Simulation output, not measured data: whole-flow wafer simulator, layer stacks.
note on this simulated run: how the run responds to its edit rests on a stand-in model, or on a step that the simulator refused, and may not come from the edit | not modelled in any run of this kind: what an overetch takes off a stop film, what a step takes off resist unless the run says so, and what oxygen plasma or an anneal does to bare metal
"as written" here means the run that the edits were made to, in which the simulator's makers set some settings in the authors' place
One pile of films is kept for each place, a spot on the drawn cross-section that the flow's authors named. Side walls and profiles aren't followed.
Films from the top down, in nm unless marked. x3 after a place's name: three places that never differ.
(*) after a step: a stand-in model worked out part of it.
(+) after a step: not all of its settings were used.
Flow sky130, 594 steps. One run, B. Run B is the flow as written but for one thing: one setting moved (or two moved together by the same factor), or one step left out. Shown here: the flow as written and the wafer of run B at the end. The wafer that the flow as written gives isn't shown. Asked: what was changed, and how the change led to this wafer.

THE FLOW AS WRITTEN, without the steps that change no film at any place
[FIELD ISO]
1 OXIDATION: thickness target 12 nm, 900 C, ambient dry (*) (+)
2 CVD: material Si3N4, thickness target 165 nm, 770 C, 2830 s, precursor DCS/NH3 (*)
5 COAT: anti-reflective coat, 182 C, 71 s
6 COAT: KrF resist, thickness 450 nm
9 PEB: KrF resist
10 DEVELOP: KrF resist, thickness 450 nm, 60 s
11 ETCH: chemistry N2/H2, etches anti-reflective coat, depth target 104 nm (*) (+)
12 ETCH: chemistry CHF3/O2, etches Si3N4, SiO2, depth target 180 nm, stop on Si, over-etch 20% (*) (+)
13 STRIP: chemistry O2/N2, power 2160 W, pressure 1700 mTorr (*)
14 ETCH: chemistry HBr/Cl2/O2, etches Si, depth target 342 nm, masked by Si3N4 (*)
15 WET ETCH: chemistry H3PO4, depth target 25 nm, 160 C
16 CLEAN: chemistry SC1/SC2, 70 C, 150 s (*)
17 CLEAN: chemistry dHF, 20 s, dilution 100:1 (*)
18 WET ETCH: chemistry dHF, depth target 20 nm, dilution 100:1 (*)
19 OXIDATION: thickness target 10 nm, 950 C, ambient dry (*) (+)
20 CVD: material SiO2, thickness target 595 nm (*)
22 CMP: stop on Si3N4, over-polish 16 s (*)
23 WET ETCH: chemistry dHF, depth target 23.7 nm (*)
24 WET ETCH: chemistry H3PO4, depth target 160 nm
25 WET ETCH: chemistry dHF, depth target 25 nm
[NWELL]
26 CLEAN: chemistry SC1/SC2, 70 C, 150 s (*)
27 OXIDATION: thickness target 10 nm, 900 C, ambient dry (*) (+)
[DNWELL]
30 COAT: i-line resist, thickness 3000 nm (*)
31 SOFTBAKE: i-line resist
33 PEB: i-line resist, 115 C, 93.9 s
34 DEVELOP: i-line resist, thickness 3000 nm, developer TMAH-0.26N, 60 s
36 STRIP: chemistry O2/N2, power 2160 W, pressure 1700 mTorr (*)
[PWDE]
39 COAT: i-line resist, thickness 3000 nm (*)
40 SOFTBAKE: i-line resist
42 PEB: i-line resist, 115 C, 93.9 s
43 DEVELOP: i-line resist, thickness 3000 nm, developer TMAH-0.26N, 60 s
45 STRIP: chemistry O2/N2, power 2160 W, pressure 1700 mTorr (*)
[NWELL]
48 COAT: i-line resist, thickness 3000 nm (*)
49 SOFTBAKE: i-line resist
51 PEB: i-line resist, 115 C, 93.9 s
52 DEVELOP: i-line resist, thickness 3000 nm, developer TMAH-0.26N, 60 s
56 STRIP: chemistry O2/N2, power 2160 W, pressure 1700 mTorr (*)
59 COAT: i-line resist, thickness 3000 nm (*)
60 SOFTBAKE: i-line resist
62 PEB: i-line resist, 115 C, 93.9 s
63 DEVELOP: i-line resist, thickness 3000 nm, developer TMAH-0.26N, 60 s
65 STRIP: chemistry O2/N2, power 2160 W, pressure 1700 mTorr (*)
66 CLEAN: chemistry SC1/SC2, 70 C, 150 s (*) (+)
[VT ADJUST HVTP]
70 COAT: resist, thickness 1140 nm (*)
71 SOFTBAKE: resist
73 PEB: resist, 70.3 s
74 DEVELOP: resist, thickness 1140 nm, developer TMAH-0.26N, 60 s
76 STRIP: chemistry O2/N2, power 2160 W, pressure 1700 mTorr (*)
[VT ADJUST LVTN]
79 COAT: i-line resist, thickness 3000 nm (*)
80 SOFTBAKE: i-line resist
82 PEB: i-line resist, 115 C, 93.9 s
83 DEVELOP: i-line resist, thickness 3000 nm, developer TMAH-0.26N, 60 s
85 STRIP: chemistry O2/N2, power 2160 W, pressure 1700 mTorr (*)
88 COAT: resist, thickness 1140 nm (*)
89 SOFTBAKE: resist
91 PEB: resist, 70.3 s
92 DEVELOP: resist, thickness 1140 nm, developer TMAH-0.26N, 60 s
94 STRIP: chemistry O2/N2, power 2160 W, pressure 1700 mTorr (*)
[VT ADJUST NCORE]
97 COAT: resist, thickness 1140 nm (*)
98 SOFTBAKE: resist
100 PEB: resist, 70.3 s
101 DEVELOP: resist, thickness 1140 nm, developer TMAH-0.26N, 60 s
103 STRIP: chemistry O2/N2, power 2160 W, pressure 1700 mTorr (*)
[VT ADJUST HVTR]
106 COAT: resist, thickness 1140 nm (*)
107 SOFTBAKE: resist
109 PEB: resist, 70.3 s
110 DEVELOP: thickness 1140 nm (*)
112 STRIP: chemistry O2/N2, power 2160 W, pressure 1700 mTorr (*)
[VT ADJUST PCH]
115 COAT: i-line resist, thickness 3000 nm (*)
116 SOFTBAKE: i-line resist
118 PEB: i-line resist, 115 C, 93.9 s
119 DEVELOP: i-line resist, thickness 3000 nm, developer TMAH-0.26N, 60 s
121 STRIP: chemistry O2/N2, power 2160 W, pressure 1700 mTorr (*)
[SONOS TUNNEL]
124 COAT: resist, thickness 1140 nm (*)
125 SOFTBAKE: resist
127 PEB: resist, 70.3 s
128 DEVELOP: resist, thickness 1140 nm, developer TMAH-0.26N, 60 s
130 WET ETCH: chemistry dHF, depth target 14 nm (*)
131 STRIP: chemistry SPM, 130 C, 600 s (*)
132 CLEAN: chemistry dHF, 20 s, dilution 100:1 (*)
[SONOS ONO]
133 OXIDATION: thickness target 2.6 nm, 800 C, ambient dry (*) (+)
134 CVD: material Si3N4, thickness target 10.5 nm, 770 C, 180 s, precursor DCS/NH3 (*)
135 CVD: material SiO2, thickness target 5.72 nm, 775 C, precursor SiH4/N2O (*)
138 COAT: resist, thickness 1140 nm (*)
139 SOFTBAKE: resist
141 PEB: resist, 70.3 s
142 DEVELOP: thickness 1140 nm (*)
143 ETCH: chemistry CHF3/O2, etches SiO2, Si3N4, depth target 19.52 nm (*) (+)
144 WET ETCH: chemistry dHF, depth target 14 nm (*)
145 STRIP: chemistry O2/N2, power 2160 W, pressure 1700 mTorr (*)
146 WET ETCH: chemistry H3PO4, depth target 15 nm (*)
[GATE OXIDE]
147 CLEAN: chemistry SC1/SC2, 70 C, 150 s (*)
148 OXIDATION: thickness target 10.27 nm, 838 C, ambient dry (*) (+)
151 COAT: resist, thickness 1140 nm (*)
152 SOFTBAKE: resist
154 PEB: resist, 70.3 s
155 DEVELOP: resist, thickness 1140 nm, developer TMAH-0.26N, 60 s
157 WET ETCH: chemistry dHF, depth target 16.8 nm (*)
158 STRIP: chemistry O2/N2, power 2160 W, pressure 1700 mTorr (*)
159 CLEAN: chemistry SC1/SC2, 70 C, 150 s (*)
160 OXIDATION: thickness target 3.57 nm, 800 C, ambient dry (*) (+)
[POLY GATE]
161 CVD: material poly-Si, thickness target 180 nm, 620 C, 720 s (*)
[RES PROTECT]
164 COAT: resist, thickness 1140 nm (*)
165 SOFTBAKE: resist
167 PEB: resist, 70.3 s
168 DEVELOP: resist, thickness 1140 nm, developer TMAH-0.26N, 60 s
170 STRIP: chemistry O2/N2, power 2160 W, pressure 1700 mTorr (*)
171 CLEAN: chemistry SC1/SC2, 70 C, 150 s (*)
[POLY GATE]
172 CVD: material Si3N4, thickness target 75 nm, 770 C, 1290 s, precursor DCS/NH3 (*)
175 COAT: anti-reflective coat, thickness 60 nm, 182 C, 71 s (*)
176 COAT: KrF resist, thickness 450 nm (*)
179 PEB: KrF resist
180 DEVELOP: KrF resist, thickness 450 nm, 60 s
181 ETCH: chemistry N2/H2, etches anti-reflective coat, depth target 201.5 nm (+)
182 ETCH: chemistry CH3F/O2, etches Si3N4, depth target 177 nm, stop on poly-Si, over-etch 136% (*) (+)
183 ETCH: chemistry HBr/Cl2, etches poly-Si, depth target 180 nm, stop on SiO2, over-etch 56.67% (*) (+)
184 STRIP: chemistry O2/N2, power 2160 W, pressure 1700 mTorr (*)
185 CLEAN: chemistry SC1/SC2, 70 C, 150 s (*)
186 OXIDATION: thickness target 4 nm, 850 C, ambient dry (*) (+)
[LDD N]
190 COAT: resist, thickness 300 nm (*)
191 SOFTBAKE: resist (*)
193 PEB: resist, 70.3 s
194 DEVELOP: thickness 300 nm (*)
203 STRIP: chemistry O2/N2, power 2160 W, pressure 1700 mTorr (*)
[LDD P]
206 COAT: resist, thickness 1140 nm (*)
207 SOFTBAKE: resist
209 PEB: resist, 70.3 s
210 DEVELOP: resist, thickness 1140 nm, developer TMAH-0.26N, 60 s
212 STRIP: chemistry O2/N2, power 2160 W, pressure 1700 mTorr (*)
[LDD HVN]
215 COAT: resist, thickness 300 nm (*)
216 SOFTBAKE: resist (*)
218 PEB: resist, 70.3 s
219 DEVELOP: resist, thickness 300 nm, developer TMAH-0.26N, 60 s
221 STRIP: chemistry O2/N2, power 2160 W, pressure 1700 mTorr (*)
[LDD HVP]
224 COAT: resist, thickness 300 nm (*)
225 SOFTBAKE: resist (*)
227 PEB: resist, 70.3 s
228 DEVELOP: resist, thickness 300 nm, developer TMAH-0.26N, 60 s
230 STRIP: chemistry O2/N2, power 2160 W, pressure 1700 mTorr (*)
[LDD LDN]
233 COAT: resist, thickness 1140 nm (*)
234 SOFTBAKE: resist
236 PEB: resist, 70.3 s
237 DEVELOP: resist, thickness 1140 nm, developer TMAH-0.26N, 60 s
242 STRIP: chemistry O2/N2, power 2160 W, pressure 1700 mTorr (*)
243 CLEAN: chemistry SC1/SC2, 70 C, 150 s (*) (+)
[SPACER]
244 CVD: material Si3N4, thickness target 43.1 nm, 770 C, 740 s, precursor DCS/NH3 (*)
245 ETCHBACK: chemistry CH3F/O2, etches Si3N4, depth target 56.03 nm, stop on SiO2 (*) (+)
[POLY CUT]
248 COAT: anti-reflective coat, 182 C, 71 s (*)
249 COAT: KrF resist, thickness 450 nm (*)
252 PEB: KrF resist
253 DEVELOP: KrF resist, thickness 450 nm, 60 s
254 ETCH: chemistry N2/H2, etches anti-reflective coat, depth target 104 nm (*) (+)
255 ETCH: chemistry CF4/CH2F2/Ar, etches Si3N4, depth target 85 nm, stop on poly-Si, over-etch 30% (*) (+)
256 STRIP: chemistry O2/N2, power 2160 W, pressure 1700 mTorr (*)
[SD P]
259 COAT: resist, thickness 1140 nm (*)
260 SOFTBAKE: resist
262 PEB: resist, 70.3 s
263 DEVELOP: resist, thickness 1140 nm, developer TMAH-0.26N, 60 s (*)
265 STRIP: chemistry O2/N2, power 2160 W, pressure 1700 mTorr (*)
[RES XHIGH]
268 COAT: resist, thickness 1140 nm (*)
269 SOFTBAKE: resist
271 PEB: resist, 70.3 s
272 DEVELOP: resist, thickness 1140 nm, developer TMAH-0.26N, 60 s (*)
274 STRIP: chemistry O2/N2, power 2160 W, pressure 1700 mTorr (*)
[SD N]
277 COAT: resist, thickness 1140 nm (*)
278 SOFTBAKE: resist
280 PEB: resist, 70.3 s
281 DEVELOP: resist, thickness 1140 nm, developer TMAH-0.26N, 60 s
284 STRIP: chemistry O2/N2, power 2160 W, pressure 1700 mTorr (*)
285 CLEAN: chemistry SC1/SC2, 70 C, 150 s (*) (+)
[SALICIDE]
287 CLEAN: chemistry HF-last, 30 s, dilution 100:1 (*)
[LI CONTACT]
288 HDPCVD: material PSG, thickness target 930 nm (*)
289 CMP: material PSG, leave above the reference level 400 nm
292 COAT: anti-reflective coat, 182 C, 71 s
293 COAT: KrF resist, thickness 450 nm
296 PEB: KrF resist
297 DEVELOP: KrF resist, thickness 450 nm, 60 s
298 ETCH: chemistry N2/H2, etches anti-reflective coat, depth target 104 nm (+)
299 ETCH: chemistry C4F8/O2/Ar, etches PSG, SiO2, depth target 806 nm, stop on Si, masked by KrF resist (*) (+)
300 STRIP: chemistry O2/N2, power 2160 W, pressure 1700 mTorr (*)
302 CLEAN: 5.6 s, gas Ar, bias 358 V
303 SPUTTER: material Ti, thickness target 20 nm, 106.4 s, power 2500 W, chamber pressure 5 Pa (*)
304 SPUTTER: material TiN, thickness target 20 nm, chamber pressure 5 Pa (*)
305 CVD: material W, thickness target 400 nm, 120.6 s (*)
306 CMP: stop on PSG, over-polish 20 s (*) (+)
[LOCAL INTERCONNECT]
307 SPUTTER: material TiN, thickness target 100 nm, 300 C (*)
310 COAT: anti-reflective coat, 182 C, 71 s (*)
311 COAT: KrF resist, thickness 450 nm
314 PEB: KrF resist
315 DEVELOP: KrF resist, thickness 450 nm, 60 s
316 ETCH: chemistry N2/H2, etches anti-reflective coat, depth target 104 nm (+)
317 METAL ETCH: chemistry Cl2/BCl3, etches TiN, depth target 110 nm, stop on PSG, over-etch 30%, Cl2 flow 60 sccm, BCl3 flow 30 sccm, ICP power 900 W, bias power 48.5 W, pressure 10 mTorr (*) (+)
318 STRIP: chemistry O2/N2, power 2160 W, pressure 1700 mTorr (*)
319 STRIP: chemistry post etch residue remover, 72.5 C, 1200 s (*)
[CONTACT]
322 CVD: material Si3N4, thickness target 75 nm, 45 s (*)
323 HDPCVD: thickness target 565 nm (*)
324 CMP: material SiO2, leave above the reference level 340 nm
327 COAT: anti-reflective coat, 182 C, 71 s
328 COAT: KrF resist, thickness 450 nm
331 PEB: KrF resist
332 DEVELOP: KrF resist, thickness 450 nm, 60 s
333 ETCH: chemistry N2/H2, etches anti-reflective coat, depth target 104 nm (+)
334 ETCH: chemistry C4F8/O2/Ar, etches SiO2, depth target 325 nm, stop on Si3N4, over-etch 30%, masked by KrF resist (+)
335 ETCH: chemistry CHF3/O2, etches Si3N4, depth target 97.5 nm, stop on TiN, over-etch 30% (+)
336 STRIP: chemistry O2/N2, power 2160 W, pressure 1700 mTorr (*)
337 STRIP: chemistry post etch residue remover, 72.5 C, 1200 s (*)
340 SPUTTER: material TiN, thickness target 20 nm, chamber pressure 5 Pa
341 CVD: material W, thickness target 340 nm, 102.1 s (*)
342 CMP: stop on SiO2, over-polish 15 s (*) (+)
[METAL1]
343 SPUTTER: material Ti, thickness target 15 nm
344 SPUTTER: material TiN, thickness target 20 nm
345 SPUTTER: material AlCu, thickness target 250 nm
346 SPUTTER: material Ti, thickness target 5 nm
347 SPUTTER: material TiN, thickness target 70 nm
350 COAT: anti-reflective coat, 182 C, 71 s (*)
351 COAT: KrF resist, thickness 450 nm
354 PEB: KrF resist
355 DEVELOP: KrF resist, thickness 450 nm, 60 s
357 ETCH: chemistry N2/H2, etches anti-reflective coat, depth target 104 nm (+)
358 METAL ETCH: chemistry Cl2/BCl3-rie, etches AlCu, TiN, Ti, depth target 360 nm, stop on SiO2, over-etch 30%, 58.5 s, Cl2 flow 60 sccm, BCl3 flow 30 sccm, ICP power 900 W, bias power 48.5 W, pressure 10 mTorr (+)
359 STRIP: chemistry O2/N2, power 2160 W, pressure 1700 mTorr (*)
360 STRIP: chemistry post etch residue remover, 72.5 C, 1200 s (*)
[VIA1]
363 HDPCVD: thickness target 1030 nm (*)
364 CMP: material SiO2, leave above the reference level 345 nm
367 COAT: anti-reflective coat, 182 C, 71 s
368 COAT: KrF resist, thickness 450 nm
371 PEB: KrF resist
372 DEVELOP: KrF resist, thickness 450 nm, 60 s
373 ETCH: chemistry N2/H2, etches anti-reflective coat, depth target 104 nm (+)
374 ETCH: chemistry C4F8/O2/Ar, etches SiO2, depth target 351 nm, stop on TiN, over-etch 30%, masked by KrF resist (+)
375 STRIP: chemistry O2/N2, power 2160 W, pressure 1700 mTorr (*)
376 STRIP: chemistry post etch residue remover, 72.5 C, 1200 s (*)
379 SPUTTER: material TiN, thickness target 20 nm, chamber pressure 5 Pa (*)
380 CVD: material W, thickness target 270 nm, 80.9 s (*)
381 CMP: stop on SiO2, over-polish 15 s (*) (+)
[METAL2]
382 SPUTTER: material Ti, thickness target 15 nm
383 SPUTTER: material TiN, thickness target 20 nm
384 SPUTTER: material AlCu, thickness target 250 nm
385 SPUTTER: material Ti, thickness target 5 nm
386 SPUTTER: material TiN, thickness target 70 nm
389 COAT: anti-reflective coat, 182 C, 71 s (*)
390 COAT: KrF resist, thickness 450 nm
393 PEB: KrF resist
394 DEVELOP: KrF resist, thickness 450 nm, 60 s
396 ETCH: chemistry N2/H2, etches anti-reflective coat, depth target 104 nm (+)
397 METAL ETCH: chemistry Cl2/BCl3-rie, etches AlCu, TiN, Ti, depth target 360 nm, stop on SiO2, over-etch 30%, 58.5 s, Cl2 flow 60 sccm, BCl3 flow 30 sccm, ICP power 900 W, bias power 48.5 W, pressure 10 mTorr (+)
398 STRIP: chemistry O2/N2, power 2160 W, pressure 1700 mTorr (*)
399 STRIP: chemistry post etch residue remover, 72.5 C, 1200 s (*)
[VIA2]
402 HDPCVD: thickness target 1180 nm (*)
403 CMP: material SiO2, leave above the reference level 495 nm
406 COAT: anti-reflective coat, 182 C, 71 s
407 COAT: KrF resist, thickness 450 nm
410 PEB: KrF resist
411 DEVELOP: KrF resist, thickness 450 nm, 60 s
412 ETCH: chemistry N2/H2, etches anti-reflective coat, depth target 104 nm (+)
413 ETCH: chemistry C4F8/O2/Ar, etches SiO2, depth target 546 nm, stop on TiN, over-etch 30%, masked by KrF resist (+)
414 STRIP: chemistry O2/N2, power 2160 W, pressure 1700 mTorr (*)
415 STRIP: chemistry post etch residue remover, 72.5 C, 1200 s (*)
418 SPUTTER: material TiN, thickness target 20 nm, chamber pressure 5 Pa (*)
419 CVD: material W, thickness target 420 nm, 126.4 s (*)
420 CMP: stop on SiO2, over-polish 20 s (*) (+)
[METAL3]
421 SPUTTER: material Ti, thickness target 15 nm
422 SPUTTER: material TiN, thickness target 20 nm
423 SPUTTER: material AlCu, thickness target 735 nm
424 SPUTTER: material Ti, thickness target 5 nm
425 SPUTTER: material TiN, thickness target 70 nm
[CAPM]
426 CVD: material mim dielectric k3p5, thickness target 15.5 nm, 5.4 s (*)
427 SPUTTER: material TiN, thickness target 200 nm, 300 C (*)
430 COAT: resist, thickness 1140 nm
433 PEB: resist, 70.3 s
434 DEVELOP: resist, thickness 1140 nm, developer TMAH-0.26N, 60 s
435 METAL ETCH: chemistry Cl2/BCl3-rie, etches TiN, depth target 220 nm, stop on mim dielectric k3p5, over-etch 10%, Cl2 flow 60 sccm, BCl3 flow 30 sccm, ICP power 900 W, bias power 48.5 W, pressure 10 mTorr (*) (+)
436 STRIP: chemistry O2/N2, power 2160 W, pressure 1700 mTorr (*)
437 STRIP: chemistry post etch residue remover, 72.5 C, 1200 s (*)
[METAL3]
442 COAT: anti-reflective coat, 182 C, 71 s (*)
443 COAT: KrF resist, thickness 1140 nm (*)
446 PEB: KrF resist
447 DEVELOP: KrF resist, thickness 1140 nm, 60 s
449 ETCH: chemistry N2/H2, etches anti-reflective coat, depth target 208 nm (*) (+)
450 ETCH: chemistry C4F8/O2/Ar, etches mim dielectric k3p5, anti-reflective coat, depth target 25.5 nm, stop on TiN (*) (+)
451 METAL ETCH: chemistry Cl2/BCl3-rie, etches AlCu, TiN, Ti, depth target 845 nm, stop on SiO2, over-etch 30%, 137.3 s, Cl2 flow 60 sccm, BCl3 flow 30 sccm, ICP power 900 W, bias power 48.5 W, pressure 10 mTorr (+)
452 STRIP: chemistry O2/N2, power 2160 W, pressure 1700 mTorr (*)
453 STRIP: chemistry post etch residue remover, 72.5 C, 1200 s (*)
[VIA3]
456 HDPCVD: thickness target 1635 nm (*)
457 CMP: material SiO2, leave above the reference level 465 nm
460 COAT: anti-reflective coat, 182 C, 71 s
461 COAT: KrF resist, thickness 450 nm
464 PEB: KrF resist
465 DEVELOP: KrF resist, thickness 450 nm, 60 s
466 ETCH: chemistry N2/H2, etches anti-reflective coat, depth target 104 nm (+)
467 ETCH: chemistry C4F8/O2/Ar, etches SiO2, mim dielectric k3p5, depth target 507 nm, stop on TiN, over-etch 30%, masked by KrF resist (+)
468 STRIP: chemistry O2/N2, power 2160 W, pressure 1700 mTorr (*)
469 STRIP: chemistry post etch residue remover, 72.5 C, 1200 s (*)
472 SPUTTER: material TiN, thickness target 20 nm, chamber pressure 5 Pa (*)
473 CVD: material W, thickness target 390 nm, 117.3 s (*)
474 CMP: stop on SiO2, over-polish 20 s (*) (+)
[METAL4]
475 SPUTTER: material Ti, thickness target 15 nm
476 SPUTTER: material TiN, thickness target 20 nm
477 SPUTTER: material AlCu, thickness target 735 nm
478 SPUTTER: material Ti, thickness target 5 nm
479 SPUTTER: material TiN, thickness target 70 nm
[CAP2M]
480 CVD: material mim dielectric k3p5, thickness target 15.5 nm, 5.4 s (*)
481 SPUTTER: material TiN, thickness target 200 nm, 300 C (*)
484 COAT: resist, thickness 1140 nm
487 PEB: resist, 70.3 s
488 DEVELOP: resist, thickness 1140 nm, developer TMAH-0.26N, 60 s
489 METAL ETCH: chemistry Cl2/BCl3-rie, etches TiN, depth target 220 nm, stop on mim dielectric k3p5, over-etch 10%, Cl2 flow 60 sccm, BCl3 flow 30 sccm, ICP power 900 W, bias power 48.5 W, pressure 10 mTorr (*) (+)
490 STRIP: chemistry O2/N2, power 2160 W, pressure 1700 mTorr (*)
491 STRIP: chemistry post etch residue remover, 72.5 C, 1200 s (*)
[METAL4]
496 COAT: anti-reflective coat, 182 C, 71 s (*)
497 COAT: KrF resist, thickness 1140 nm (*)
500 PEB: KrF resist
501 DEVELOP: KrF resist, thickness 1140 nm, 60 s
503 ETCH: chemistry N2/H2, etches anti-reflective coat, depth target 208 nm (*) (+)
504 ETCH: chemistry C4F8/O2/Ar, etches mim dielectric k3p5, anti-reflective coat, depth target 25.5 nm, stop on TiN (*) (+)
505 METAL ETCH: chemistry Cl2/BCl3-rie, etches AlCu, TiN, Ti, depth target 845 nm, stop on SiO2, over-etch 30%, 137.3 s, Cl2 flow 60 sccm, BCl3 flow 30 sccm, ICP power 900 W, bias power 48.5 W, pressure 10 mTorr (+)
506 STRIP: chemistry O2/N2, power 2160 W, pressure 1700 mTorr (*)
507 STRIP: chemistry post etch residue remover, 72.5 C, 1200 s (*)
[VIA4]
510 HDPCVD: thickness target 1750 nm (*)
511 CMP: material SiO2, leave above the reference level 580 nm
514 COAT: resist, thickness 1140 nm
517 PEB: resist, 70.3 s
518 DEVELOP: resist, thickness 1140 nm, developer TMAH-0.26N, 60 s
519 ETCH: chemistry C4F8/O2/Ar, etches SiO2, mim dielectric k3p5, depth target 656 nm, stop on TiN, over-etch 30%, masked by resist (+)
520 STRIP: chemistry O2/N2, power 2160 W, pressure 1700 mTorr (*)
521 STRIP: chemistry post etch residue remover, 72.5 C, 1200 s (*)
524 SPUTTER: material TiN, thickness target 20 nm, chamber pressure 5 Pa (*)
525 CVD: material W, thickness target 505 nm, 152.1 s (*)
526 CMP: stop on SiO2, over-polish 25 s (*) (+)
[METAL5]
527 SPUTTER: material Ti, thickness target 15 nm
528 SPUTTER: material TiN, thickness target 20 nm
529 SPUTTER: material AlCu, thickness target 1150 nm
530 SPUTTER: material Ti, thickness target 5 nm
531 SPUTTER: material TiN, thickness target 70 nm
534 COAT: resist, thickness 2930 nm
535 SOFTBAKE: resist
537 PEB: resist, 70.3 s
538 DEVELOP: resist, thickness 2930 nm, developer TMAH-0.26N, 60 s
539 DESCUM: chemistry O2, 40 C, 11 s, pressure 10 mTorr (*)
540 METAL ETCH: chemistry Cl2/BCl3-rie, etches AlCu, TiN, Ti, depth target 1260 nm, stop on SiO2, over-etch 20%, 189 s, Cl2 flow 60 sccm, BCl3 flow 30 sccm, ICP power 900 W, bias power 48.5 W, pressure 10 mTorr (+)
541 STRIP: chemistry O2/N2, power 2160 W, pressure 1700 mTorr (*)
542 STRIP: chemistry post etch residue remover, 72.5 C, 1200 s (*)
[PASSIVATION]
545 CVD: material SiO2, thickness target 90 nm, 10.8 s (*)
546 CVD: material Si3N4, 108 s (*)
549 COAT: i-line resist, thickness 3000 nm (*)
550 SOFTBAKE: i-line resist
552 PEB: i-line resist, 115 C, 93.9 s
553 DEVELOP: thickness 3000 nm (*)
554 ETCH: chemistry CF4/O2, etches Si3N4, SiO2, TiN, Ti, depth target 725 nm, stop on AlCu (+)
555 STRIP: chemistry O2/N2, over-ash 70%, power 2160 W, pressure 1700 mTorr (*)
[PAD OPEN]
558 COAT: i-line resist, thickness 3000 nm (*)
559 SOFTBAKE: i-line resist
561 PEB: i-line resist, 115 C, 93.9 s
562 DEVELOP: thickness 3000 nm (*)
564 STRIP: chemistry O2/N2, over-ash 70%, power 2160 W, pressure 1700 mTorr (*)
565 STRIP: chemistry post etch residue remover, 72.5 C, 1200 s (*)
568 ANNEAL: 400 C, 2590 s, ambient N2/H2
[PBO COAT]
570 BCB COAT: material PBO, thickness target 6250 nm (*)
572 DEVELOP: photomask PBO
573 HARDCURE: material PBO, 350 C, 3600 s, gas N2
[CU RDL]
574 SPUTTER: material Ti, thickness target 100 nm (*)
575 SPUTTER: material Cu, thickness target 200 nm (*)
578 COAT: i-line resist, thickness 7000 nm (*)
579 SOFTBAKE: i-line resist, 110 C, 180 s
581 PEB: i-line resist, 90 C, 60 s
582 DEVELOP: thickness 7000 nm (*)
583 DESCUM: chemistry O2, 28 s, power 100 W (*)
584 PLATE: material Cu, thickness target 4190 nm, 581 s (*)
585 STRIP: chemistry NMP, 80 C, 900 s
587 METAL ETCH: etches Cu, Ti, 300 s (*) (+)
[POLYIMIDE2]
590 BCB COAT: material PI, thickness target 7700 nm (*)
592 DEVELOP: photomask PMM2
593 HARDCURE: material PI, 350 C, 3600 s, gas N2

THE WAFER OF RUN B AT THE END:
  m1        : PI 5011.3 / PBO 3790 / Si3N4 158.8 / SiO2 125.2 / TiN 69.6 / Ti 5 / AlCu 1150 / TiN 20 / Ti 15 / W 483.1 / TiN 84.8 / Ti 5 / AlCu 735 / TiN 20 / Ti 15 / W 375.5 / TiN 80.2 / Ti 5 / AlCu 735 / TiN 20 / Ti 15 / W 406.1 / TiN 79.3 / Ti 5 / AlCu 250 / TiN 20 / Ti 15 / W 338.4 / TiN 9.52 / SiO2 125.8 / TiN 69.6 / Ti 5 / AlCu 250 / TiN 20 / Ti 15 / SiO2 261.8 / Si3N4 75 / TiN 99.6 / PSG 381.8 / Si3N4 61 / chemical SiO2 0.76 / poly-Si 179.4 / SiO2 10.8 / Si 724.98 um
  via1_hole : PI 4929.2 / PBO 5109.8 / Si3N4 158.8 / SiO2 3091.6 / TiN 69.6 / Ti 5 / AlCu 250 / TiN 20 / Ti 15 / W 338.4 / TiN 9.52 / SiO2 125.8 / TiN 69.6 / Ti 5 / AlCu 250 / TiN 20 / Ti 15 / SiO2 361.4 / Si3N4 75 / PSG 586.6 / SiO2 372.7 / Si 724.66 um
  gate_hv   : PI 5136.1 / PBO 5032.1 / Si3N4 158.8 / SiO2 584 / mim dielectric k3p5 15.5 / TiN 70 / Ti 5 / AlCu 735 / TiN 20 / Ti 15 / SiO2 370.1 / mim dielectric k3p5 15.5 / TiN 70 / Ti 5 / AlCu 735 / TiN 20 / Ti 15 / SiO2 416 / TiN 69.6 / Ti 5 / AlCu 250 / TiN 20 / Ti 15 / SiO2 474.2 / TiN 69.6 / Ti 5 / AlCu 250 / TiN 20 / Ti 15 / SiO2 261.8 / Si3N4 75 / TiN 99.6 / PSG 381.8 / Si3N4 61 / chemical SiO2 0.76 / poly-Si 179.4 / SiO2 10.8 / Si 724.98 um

The cause: step 364, CMP: leave above the reference level 552 nm was run, where the flow has leave above the reference level 345 nm.

How the change led to this, step by step:
  364 CMP: material SiO2, leave above the reference level 345 nm
      n_well, p_well, gate_hv and 100 more: SiO2 -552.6 (as written it would be: SiO2 -759.6)
      field, active, gate and 81 more: SiO2 -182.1 (as written it would be: SiO2 -389.1)
      (and at 4 more places)
  374 ETCH: chemistry C4F8/O2/Ar, etches SiO2, depth target 351 nm, stop on TiN, over-etch 30%, masked by KrF resist (+)
      m1, via1_hole: SiO2 -351 (as written it would be: SiO2 -269.8 (all of it))
  379 SPUTTER: material TiN, thickness target 20 nm, chamber pressure 5 Pa (*)
      m1: TiN +9.52 (new film) (as written it would be: TiN +11)
      via1_hole: TiN +9.52 (new film) (as written it would be: TiN +10.9)
  380 CVD: material W, thickness target 270 nm, 80.9 s (*)
      m1, via1_hole: W +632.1 (new film) (as written it would be: W +549.9 (new film))
Counting metal films that touch as one body, m1 has 3 bodies (between them, from the top down: SiO2 125.8; SiO2 261.8 / Si3N4 75); the flow as written gives 2 bodies (between them, from the top down: SiO2 261.8 / Si3N4 75).
Counting metal films that touch as one body, via1_hole has 2 bodies (between them, from the top down: SiO2 125.8); the flow as written gives 1 body.
